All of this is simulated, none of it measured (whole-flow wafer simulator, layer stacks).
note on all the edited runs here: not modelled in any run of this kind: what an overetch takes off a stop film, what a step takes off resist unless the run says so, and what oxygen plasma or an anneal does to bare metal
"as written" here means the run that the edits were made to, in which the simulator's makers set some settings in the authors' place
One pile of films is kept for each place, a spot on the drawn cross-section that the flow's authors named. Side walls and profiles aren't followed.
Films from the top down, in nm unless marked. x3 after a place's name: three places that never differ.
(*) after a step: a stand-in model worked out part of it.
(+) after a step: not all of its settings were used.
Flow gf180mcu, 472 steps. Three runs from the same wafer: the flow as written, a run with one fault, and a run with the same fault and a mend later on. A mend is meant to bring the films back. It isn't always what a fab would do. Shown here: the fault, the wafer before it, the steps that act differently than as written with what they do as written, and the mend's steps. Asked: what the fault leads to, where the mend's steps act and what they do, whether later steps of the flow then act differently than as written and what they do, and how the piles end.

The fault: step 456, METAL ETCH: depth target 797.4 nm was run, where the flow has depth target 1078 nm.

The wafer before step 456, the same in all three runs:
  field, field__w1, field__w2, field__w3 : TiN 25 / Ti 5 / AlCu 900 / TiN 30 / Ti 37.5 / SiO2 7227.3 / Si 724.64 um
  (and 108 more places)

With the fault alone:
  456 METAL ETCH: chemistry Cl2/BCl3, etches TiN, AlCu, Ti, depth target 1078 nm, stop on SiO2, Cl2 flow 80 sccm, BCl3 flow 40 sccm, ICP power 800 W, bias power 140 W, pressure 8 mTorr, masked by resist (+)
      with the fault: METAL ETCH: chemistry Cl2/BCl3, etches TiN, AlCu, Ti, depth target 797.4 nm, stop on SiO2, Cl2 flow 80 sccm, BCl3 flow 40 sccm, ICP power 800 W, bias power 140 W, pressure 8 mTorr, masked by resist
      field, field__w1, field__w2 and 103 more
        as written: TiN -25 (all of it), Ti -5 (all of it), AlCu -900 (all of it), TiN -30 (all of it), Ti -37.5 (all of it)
        with the fault: TiN -25 (all of it), Ti -5 (all of it), AlCu -767.4
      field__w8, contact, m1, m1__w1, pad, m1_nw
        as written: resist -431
        with the fault: resist -319
  Later steps of the flow that act differently than as written:
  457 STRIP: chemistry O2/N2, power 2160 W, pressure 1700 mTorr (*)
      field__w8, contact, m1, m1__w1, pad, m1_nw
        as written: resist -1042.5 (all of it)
        with the fault: resist -1154.5 (all of it)
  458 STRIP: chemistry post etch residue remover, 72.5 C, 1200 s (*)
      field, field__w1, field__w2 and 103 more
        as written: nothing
        with the fault: AlCu -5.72
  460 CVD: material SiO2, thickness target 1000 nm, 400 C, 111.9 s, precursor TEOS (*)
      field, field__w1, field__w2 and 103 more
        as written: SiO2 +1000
        with the fault: SiO2 +1000 (new film)
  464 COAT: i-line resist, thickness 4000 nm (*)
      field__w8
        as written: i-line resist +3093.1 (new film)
        with the fault: i-line resist +3265.4 (new film)
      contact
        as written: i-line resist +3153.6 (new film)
        with the fault: i-line resist +3307.8 (new film)
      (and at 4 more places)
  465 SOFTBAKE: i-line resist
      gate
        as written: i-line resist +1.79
        with the fault: nothing
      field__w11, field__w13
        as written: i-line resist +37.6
        with the fault: i-line resist +27.6
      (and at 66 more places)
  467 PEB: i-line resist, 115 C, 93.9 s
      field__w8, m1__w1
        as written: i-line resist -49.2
        with the fault: i-line resist -52.7
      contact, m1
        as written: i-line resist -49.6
        with the fault: i-line resist -53
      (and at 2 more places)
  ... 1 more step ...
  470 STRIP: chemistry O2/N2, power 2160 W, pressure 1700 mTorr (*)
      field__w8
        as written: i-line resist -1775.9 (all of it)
        with the fault: i-line resist -1962.2 (all of it)
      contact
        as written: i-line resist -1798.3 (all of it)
        with the fault: i-line resist -1978.1 (all of it)
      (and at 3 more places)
  At the end the piles differ from the flow's by more than 2% or 0.5 nm, whichever is larger, at field, field__w1, field__w2 and 103 more.
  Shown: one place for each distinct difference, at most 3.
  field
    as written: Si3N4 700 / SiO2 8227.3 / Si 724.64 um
    with the fault: Si3N4 700 / SiO2 1000 / AlCu 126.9 / TiN 30 / Ti 37.5 / SiO2 7227.3 / Si 724.64 um
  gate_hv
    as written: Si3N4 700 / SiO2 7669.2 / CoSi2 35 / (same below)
    with the fault: Si3N4 700 / SiO2 1000 / AlCu 126.9 / TiN 30 / Ti 37.5 / SiO2 6669.2 / CoSi2 35 / (same below)
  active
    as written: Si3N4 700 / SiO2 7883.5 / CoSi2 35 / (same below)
    with the fault: Si3N4 700 / SiO2 1000 / AlCu 126.9 / TiN 30 / Ti 37.5 / SiO2 6883.5 / CoSi2 35 / (same below)

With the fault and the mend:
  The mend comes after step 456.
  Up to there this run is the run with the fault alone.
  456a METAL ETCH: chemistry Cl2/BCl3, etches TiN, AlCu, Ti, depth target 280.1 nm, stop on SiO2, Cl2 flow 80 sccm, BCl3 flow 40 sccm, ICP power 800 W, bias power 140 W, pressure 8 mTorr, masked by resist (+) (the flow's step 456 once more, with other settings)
      field, field__w1, field__w2 and 103 more
        AlCu -132.6 (all of it), TiN -30 (all of it), Ti -37.5 (all of it)
      field__w8, contact, m1, m1__w1, pad, m1_nw
        resist -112
  No later step of the flow acts differently than as written at any place that is followed.
  At the end the piles are the same as the flow's at every place that both follow.
